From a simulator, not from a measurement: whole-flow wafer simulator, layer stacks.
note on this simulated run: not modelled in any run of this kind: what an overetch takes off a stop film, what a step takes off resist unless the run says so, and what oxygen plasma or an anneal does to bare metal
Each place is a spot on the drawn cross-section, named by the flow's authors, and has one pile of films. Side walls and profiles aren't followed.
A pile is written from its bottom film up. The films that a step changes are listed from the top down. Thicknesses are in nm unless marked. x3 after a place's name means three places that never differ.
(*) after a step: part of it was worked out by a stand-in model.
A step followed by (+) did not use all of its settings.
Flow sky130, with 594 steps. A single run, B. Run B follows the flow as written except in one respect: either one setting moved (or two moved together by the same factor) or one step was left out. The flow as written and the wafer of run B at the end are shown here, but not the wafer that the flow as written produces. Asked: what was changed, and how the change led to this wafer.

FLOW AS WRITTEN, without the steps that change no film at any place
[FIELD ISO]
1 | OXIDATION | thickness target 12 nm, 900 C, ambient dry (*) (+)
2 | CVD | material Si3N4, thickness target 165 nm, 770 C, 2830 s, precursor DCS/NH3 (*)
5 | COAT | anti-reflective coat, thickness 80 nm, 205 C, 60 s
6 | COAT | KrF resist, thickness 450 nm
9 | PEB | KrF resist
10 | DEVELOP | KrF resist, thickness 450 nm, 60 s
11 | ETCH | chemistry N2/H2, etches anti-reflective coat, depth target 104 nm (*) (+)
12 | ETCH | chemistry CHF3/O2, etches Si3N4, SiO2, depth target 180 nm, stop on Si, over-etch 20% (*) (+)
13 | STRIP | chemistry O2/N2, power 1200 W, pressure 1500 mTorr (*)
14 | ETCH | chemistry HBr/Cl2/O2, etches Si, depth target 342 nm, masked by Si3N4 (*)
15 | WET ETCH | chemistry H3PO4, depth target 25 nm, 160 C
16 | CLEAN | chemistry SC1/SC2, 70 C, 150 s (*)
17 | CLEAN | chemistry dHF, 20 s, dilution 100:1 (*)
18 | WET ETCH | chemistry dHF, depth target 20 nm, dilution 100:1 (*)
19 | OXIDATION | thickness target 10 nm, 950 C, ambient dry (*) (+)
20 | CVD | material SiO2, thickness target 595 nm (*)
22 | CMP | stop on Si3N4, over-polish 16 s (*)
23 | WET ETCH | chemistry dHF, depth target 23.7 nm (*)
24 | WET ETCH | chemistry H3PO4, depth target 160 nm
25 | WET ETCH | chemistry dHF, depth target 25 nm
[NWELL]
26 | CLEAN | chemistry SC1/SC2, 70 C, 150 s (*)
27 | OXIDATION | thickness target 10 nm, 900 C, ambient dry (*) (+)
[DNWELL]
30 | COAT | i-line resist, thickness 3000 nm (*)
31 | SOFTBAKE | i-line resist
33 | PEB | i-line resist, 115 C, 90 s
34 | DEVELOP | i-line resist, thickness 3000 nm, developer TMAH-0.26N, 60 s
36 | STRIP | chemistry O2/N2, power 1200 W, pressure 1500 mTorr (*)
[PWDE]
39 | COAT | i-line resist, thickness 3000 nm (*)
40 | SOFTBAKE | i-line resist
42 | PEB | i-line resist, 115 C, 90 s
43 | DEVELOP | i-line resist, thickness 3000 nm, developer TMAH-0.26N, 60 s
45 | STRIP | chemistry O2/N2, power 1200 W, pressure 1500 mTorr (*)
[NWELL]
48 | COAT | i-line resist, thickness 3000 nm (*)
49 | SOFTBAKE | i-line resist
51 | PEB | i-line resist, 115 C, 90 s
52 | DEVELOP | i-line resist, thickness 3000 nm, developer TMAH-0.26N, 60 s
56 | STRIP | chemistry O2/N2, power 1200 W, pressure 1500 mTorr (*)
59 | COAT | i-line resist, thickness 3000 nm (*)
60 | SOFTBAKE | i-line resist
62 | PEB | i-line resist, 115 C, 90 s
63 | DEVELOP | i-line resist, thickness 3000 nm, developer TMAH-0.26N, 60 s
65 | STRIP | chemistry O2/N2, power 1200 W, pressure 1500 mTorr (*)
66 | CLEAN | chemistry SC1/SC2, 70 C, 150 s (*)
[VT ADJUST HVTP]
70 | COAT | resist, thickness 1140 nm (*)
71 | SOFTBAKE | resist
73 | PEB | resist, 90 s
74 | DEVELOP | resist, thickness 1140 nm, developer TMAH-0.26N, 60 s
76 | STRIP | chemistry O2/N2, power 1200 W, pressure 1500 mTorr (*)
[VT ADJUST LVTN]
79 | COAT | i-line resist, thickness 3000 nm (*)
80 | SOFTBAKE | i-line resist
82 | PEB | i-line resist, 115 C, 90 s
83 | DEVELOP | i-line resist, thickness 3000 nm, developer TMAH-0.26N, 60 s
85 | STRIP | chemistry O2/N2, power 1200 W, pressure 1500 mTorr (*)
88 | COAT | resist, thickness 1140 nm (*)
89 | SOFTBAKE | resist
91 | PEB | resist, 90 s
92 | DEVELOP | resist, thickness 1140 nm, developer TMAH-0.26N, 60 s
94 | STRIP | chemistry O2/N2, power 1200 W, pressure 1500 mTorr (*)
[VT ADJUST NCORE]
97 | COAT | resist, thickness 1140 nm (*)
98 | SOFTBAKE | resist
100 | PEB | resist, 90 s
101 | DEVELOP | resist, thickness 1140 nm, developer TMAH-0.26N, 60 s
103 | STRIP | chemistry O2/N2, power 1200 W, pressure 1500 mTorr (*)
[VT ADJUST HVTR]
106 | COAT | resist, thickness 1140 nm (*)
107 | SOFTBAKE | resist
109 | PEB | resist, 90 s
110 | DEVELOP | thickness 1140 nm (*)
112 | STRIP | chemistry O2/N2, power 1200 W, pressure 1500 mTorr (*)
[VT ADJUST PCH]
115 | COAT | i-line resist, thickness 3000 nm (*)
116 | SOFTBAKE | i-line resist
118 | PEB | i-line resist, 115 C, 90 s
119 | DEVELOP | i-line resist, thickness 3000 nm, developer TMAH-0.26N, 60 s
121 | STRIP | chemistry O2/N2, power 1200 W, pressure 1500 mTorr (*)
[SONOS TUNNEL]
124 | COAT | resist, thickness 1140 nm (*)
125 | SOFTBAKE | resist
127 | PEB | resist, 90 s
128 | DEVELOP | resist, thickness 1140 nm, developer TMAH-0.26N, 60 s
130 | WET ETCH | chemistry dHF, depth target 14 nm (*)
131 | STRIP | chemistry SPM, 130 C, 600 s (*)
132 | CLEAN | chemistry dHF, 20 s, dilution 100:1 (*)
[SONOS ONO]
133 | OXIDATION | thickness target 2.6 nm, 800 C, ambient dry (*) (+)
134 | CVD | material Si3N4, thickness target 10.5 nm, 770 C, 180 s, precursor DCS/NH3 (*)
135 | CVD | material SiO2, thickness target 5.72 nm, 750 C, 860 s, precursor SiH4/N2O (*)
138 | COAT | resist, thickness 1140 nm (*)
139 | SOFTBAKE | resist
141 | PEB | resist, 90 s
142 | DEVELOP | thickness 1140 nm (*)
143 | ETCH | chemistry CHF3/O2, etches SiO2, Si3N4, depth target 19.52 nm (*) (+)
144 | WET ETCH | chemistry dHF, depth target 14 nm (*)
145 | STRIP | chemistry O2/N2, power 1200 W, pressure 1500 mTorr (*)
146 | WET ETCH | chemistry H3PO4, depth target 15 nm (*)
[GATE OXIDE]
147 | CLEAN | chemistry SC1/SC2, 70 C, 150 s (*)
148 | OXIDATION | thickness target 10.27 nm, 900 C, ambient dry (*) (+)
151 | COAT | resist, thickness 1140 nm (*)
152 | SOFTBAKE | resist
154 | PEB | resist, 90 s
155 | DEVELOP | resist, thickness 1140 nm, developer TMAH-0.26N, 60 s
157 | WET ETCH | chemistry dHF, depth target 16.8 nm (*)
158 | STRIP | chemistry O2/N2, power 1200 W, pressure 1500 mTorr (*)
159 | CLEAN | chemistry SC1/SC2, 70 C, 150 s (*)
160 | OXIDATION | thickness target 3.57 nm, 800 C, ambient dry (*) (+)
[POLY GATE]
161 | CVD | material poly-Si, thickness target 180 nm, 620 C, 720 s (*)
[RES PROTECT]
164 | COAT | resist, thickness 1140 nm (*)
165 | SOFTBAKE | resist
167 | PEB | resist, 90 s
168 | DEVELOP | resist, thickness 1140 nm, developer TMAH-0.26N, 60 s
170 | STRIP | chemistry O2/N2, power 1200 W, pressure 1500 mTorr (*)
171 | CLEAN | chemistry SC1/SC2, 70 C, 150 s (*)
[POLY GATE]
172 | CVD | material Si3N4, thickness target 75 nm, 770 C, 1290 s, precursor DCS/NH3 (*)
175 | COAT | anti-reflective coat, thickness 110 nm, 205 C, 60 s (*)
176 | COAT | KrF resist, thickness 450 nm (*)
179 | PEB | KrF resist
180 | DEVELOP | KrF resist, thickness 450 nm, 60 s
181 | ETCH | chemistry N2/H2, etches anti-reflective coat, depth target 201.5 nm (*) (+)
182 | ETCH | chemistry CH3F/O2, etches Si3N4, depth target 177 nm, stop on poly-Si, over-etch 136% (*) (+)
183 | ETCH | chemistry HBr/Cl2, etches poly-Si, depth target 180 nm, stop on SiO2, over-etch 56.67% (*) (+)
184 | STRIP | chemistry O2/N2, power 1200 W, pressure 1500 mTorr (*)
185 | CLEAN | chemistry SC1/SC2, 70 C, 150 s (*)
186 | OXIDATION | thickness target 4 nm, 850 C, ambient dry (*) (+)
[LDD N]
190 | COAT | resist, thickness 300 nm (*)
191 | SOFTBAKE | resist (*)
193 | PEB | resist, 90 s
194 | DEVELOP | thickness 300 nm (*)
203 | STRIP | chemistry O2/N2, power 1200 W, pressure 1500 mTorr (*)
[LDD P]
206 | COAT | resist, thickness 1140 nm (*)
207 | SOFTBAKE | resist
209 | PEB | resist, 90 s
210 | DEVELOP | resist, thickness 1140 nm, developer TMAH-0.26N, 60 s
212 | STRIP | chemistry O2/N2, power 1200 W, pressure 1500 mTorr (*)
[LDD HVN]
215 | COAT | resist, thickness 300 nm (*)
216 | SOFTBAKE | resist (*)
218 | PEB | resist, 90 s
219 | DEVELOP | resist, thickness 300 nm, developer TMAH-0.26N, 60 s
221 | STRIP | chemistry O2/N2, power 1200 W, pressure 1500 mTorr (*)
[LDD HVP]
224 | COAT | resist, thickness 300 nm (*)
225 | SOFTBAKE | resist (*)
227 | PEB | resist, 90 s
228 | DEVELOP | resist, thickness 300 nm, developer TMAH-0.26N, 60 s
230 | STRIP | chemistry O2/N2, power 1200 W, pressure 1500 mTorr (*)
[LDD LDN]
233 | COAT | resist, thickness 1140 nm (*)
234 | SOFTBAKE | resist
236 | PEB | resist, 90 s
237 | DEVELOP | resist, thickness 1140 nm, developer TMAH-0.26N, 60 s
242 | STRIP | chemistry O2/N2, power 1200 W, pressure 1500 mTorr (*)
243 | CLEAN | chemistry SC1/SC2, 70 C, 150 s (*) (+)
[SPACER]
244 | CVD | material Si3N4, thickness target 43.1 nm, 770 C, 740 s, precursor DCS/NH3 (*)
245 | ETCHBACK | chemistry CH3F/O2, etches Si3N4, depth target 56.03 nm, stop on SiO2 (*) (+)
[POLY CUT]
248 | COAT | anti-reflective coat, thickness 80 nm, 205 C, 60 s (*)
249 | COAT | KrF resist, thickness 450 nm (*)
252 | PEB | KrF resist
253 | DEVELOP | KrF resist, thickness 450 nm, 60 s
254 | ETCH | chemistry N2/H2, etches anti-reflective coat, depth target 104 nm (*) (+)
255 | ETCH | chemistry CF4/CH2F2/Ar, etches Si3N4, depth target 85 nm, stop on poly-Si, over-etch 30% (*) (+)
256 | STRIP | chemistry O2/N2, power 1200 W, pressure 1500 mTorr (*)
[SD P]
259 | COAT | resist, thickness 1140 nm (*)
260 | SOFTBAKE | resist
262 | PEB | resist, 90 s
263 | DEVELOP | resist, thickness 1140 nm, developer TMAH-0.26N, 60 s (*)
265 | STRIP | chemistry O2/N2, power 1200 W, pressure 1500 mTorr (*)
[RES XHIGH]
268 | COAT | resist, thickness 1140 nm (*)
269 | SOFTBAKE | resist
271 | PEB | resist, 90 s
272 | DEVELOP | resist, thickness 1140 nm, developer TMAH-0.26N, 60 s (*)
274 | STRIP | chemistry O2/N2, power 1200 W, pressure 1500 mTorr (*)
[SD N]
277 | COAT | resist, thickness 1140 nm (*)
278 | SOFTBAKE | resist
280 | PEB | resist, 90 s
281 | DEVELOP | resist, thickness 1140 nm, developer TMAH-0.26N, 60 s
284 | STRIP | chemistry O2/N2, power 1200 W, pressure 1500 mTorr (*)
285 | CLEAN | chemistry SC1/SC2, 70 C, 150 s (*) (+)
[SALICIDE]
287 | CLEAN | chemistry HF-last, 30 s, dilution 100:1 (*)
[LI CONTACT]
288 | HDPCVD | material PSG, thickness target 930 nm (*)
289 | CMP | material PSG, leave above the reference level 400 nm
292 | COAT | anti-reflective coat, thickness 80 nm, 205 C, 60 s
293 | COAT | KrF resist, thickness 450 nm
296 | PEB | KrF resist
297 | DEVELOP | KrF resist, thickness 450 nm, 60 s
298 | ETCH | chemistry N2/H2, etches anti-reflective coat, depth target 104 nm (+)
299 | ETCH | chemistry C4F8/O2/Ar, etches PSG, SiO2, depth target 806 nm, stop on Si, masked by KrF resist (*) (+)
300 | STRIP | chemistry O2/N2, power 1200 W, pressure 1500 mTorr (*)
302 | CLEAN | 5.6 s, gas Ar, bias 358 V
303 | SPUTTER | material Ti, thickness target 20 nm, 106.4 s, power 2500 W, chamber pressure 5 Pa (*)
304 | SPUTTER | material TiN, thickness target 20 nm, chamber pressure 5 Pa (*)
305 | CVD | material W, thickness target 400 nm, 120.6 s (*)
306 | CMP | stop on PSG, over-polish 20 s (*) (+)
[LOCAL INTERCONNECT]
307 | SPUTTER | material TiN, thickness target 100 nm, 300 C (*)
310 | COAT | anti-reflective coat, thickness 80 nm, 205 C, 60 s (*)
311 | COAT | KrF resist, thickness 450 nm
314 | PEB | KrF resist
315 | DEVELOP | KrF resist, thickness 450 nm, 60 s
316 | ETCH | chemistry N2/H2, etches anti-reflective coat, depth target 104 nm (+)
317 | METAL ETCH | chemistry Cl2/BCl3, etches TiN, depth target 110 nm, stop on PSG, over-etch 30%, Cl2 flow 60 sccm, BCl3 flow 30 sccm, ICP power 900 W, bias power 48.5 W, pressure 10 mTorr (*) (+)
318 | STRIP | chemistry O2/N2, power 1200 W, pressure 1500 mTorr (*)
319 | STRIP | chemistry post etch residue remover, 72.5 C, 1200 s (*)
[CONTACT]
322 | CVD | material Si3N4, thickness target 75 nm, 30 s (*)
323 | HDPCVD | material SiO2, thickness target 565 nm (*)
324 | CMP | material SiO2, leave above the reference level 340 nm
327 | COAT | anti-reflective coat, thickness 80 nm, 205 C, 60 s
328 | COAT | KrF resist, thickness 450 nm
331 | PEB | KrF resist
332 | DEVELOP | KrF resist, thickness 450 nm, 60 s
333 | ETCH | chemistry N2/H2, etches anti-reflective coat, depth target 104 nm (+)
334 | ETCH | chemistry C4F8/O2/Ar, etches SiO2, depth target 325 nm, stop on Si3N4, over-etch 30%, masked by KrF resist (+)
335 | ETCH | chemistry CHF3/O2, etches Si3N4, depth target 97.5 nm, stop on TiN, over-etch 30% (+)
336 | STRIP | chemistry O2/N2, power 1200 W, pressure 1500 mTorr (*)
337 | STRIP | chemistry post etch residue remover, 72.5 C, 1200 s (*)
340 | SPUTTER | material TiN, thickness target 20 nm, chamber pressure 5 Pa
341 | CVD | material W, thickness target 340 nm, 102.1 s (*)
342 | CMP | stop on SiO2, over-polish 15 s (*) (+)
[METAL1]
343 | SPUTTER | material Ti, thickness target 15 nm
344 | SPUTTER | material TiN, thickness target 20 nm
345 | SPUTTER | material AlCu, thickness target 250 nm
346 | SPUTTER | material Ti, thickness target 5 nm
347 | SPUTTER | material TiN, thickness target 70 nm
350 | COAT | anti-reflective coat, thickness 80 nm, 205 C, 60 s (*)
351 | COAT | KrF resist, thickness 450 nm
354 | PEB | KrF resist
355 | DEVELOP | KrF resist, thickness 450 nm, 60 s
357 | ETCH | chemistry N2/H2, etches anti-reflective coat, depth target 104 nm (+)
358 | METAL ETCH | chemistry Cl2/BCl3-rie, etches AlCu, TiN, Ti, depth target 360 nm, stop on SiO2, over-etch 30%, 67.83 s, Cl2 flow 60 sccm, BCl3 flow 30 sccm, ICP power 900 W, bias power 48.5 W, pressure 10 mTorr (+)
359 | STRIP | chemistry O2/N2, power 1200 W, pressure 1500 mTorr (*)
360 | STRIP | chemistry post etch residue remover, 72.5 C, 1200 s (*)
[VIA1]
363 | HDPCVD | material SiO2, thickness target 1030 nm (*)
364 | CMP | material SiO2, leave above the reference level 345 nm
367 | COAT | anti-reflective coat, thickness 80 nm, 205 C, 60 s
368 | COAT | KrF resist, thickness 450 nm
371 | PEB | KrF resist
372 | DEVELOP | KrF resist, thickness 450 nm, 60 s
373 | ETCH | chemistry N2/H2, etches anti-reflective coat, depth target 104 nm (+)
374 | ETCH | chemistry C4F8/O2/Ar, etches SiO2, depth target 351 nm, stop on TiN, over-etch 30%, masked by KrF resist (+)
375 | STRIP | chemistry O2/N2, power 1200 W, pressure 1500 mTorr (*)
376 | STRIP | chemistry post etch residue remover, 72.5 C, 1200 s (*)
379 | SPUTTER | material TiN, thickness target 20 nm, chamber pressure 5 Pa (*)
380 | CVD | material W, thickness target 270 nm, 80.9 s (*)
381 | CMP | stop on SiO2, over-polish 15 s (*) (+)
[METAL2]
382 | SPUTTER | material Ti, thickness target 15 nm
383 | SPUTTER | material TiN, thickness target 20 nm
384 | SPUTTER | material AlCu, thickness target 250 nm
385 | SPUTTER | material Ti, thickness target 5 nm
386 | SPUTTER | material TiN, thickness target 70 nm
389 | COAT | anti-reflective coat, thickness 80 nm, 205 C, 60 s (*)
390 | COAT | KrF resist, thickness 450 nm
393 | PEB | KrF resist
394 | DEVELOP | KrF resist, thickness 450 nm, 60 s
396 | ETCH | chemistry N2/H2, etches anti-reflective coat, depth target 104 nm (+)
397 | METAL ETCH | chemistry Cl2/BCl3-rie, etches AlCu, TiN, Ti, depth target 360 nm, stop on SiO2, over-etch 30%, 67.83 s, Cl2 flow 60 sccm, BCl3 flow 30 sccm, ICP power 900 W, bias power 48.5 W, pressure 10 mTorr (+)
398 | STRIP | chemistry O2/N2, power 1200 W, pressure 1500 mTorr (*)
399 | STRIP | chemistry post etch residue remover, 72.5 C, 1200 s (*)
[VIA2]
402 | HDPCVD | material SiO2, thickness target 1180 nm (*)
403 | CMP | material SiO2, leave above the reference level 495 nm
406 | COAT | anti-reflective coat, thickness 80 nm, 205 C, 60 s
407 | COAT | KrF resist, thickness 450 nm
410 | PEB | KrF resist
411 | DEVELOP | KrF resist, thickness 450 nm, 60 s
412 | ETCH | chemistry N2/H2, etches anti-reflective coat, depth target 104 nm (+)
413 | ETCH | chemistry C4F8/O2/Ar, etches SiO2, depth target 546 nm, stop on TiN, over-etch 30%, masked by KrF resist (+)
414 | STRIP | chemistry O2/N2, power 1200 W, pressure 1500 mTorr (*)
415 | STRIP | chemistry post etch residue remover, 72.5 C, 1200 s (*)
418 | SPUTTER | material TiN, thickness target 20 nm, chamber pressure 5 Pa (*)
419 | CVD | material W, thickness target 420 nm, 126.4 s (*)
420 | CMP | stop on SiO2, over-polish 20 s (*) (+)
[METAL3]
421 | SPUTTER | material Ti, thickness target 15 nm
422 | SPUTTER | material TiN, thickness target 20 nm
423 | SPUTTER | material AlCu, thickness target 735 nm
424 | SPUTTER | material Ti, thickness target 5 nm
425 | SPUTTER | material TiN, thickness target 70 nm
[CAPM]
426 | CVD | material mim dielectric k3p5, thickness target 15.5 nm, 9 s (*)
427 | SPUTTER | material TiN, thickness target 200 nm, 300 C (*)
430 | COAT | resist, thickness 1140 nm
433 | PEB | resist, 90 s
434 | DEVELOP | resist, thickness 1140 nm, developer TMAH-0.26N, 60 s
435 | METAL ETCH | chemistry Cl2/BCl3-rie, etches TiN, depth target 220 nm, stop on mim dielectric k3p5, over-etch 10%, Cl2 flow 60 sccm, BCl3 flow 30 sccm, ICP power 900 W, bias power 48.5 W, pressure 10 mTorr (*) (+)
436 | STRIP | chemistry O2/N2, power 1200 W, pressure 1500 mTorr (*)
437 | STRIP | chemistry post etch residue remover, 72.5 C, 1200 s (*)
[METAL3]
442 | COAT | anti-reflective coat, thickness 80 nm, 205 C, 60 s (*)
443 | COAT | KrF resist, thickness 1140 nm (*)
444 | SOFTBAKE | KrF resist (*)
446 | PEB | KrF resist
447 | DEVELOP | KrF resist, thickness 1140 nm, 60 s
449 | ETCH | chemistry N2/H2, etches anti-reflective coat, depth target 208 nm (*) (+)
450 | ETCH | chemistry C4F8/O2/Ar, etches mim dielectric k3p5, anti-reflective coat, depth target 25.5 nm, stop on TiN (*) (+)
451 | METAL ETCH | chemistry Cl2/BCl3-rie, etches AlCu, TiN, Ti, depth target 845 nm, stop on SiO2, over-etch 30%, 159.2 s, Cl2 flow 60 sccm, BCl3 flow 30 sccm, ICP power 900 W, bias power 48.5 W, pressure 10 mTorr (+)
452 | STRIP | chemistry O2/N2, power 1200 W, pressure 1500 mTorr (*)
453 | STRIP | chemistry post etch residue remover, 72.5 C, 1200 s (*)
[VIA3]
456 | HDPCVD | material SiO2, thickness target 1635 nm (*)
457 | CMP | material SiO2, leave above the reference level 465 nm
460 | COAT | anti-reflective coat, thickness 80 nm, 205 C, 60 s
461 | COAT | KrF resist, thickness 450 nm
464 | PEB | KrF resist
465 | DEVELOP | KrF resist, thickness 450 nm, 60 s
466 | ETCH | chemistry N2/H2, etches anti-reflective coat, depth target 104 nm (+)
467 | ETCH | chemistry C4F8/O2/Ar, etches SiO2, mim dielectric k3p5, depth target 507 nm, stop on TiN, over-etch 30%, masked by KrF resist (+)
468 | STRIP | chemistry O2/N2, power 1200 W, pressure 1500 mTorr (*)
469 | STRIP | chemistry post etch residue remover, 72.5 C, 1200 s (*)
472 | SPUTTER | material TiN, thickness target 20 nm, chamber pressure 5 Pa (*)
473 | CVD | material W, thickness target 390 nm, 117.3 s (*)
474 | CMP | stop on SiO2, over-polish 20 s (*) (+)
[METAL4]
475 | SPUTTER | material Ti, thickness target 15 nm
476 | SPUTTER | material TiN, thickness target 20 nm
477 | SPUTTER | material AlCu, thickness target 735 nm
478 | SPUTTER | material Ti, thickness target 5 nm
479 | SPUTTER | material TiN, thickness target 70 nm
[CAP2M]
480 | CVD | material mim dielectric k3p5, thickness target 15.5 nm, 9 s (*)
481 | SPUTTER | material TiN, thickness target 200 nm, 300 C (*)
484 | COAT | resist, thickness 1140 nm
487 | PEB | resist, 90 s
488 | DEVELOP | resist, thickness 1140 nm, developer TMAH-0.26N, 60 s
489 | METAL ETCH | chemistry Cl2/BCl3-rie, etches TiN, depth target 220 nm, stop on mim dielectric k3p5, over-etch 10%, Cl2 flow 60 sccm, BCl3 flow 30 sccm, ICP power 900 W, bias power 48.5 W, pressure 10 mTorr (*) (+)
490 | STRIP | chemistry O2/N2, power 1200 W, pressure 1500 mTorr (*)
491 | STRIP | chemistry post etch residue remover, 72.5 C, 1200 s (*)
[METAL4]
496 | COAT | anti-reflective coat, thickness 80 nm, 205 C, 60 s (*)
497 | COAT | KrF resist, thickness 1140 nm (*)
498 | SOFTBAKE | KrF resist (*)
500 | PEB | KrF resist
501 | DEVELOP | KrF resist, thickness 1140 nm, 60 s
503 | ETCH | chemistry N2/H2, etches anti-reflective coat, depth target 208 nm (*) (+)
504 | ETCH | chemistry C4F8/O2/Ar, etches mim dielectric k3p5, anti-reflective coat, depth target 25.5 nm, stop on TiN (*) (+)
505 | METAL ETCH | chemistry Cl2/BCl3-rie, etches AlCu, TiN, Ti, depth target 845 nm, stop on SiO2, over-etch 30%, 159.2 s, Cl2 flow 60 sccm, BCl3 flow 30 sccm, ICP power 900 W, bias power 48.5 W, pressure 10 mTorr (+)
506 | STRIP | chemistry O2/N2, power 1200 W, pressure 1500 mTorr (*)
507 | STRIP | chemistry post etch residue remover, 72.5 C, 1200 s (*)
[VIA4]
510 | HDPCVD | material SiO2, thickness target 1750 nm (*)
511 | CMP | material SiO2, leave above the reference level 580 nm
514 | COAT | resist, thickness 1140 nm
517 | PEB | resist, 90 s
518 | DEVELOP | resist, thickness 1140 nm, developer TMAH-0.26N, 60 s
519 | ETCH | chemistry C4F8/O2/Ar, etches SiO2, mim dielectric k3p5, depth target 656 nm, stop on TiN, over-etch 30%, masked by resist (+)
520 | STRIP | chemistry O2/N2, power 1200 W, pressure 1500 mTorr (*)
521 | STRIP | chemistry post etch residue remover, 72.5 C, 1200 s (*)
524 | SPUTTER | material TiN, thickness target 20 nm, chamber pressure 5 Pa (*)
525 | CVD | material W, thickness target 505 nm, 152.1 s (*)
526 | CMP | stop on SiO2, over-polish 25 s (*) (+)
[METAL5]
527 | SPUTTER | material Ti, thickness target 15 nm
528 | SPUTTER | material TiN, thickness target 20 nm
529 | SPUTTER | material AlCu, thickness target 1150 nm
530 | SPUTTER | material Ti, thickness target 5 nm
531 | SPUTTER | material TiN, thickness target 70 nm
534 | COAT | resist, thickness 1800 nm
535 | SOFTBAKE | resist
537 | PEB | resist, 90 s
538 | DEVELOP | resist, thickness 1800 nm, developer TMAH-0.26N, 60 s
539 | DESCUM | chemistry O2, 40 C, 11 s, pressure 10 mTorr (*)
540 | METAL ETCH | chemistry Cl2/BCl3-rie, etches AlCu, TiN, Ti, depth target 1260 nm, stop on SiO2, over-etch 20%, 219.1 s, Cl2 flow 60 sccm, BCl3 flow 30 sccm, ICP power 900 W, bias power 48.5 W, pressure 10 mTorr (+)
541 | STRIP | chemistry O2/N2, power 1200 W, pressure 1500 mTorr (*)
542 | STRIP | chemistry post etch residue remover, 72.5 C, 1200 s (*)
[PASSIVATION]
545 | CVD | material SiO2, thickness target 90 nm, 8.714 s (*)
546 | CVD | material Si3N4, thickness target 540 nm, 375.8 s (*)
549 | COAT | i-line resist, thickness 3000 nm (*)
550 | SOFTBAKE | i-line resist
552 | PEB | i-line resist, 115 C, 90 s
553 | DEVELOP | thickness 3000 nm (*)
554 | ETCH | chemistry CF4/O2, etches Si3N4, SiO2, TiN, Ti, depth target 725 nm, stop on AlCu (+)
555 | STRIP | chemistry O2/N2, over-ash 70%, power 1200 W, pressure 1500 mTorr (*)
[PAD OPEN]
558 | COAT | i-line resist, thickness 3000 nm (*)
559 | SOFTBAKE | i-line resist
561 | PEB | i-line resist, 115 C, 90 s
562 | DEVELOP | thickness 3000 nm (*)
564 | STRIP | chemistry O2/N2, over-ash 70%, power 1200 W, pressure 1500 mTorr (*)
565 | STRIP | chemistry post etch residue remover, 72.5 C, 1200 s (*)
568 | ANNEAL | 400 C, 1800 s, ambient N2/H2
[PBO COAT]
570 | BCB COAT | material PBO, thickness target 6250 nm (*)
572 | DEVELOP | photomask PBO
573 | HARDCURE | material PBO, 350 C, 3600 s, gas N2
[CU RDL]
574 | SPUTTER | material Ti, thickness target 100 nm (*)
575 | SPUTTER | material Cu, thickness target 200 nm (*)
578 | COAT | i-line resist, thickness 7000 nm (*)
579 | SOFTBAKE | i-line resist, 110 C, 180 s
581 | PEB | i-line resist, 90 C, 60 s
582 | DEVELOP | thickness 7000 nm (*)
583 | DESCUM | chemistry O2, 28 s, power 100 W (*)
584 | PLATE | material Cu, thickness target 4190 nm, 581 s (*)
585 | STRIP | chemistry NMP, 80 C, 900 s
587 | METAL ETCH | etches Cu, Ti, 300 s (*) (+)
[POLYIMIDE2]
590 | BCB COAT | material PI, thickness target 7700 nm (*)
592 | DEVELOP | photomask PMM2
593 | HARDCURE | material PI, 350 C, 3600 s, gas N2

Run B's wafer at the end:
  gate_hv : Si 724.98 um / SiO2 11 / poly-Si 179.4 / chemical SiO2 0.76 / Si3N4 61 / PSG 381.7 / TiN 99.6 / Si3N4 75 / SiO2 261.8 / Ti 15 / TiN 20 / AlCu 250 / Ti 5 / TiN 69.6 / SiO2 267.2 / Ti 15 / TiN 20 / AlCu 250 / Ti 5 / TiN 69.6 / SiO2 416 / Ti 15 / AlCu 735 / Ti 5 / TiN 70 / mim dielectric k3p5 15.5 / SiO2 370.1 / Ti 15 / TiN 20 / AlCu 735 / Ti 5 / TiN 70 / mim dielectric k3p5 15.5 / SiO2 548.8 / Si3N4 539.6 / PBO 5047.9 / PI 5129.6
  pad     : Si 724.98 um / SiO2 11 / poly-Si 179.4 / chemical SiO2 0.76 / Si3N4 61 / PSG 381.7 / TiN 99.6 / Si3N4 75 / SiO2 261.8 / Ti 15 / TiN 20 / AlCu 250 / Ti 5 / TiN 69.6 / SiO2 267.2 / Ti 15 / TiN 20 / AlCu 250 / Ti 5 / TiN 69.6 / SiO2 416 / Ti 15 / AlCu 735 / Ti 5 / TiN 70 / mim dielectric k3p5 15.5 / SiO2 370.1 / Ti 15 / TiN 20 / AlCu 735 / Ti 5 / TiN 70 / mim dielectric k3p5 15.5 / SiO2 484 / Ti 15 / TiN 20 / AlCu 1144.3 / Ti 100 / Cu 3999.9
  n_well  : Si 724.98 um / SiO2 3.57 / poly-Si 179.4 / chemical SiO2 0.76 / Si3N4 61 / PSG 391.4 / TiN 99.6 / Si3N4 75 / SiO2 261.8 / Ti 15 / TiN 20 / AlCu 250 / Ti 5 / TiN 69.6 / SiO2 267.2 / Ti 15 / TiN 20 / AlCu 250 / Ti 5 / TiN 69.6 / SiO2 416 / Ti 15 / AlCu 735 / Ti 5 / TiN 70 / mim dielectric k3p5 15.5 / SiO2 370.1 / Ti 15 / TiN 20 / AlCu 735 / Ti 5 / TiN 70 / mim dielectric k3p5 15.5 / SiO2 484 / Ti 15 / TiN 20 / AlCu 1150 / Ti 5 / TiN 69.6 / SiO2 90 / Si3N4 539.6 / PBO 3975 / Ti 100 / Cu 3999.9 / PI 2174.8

The reason: step 422, SPUTTER: material TiN, thickness target 20 nm, was skipped.

Step by step, how the change led to this:
  451 | METAL ETCH | chemistry Cl2/BCl3-rie, etches AlCu, TiN, Ti, depth target 845 nm, stop on SiO2, over-etch 30%, 159.2 s, Cl2 flow 60 sccm, BCl3 flow 30 sccm, ICP power 900 W, bias power 48.5 W, pressure 10 mTorr (+)
      field, active, gate and 69 more: -70 TiN (all of it), -5 Ti (all of it), -735 AlCu (all of it), -15 Ti (all of it), -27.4 SiO2 (in the flow as written it would be: -70 TiN (all of it), -5 Ti (all of it), -735 AlCu (all of it), -20 TiN (all of it), -15 Ti (all of it), -25.4 SiO2)
      vpp_ln, vpp_iso2, ndiff_ln and 10 more: -70 TiN (all of it), -5 Ti (all of it), -735 AlCu (all of it), -15 Ti (all of it), -27.3 SiO2 (in the flow as written it would be: -70 TiN (all of it), -5 Ti (all of it), -735 AlCu (all of it), -20 TiN (all of it), -15 Ti (all of it), -25.3 SiO2)
  457 | CMP | material SiO2, leave above the reference level 465 nm
      field, active, gate and 82 more: -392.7 SiO2 (in the flow as written it would be: -374.7 SiO2)
